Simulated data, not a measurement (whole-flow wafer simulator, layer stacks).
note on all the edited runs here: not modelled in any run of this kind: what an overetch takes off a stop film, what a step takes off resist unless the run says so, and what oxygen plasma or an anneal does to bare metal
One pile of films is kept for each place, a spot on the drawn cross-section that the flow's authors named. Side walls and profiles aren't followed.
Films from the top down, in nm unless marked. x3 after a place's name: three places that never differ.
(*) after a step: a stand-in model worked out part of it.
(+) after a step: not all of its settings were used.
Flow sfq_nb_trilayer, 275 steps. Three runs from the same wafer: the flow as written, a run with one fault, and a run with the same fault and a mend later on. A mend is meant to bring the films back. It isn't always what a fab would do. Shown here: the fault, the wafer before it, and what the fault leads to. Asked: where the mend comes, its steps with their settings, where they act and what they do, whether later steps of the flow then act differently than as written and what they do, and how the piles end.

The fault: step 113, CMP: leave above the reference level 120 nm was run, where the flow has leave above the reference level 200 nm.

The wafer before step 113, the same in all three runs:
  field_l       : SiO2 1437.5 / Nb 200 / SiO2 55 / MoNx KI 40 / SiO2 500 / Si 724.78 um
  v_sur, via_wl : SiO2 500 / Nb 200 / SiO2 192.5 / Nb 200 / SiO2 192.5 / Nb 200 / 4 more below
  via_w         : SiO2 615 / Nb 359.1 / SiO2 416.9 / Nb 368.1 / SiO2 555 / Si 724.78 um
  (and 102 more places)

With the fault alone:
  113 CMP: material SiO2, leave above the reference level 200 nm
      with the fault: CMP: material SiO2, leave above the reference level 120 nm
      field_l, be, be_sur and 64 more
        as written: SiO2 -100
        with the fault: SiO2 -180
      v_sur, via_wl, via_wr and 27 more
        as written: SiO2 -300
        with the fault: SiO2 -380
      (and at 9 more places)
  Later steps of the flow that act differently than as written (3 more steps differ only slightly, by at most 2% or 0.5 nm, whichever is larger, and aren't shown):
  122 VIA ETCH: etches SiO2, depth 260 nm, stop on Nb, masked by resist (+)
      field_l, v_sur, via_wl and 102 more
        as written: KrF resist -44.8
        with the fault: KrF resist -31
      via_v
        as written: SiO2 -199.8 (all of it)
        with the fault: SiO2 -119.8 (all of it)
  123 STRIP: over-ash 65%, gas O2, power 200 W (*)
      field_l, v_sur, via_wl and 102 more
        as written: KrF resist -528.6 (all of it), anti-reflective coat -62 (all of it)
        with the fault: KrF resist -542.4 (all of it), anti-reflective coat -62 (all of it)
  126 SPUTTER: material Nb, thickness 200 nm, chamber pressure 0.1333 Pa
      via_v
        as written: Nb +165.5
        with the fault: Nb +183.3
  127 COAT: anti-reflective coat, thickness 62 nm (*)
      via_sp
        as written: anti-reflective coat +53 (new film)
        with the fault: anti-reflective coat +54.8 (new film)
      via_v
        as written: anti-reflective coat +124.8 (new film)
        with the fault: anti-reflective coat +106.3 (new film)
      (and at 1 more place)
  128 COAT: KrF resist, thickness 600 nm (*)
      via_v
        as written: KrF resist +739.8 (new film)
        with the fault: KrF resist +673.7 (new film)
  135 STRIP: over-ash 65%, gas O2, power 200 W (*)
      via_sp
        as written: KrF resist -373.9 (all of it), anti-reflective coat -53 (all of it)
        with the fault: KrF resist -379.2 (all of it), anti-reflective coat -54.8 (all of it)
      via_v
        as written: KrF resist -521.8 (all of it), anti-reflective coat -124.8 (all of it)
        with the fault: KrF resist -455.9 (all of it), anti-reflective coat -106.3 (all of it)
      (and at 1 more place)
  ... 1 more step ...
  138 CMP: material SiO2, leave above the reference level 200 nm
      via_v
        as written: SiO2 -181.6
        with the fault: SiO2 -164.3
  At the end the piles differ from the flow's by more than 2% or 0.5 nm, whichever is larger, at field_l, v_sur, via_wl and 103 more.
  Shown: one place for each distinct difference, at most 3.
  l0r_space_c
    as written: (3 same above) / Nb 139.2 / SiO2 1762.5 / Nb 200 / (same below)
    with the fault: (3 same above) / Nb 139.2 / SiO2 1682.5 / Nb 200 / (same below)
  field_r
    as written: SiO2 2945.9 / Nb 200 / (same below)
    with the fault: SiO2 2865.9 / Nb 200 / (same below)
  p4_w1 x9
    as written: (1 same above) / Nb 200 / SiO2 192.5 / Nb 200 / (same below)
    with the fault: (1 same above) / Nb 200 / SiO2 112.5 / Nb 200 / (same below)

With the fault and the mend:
  The mend comes after step 114.
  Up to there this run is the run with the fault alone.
  114a PECVD: material SiO2, thickness 80 nm, 150 C, 17.78 s, RF power 183.3 W, pressure 2.4 Torr, precursor SiH4/N2O (the flow's step 112 once more, with other settings)
      field_l, v_sur, via_wl and 103 more
        SiO2 +80
  No later step of the flow acts differently than as written at any place that is followed.
  At the end the piles are the same as the flow's at every place that both follow.
